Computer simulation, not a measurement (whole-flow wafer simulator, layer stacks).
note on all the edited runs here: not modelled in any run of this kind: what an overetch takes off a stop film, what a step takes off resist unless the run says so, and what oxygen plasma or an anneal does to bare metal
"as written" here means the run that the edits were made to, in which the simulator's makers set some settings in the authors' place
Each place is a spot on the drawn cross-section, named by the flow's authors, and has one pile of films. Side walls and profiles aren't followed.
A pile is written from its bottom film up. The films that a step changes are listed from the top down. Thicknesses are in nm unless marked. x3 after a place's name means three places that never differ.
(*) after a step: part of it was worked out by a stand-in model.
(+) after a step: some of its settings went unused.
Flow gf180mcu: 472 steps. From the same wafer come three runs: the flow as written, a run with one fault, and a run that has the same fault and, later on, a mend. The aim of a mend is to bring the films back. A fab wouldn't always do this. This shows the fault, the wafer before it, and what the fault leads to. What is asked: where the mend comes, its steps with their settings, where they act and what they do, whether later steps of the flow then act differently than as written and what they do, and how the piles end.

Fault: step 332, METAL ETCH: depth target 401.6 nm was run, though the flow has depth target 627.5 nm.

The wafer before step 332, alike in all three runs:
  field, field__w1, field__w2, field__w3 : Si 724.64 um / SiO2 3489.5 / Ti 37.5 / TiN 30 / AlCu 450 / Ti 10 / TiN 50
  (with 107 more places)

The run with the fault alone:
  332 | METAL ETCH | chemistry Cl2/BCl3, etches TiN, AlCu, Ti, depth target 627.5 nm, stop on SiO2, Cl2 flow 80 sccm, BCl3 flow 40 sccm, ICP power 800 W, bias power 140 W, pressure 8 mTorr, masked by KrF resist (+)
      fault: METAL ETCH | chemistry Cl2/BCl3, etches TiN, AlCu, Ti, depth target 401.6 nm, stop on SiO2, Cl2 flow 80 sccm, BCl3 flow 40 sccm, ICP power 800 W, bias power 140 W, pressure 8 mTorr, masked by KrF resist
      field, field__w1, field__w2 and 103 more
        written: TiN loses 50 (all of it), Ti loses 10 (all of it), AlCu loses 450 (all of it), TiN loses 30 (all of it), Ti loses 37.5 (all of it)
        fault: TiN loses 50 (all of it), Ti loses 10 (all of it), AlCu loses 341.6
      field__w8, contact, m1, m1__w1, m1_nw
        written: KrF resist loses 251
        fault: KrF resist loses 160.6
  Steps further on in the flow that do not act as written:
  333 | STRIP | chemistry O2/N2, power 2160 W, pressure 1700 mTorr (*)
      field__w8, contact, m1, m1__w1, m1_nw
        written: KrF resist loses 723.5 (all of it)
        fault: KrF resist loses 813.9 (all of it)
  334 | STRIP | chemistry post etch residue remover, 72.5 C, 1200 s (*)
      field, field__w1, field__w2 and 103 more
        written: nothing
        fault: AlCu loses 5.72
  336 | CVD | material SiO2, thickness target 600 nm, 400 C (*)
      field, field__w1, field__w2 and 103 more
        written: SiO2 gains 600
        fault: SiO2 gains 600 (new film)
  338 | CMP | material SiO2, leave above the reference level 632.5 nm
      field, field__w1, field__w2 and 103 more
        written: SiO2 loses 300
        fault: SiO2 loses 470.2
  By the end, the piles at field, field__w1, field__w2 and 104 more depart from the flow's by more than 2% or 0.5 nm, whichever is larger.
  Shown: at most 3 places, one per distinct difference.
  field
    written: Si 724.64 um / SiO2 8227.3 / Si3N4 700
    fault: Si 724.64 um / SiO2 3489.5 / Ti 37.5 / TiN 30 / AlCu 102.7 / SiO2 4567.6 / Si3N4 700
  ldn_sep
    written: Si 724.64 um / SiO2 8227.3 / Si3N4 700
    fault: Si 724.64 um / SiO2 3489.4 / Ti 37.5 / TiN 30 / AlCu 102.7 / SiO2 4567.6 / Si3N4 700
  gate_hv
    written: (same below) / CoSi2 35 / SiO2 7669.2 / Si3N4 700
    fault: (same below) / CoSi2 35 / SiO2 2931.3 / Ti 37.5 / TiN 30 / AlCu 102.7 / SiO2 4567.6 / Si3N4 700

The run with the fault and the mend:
  The mend follows step 332.
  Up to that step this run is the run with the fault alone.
  332a | METAL ETCH | chemistry Cl2/BCl3, etches TiN, AlCu, Ti, depth target 225.9 nm, stop on SiO2, Cl2 flow 80 sccm, BCl3 flow 40 sccm, ICP power 800 W, bias power 140 W, pressure 8 mTorr, masked by KrF resist (+) (a further turn of the flow's step 332, with different settings)
      field, field__w1, field__w2 and 103 more
        AlCu loses 108.4 (all of it), TiN loses 30 (all of it), Ti loses 37.5 (all of it)
      field__w8, contact, m1, m1__w1, m1_nw
        KrF resist loses 90.4
  None of the later steps of the flow acts differently than as written at any place that is followed.
  The piles end the same as the flow's at every place that both follow.
